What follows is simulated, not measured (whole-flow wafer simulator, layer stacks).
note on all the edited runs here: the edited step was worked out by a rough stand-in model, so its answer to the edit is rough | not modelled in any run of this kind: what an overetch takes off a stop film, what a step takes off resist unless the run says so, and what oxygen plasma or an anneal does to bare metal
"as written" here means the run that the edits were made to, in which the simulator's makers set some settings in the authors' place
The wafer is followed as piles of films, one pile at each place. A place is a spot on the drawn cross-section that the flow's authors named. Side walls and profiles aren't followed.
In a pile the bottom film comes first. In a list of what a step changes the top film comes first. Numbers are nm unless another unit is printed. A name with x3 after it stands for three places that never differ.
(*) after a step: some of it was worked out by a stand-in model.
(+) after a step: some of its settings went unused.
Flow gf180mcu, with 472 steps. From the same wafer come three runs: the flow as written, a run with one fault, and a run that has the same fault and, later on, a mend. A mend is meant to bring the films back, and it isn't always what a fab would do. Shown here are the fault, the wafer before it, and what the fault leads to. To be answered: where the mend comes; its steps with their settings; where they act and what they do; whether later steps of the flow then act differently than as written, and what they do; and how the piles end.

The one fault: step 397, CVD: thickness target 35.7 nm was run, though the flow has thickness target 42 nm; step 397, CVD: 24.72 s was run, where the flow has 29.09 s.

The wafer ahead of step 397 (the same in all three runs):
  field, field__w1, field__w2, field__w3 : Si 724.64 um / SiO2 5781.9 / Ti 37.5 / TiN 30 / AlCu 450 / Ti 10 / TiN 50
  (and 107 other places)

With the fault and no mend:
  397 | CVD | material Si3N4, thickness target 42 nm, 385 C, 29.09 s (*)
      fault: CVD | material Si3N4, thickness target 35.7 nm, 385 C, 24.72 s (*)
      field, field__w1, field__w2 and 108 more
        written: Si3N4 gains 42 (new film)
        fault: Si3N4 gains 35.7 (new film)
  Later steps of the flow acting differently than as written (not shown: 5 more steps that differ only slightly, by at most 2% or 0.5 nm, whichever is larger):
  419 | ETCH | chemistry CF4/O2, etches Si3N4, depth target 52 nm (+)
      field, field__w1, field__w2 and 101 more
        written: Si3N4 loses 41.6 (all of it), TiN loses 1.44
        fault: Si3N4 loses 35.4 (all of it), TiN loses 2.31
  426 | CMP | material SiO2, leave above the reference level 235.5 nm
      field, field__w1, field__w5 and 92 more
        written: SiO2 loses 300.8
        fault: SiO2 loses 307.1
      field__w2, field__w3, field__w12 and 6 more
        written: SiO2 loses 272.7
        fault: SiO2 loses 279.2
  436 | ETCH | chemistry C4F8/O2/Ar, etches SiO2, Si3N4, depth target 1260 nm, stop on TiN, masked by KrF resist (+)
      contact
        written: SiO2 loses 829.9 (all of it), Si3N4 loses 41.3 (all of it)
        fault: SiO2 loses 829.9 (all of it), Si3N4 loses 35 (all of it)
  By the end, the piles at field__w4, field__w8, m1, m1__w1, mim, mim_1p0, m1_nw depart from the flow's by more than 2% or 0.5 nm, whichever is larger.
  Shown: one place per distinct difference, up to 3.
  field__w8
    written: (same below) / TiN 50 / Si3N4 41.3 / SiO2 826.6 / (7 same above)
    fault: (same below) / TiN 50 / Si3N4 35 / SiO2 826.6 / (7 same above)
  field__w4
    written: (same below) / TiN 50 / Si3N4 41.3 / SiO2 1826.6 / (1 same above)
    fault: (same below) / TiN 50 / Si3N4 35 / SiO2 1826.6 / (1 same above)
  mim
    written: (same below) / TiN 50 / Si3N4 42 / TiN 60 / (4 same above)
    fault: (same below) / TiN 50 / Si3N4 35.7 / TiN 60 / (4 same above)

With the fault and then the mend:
  The mend follows step 397.
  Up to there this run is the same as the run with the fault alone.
  397a | CVD | material Si3N4, thickness target 6.3 nm, 385 C, 4.363 s (a further turn of the flow's step 397, with different settings)
      field, field__w1, field__w2 and 108 more
        Si3N4 gains 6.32
  Later steps of the flow that are run all act as written at every place that is followed, up to a difference of at most 2% or 0.5 nm, whichever is larger.
  The piles end only slightly different from the flow's at the places that both follow, by no more than 2% or 0.5 nm, whichever is larger.
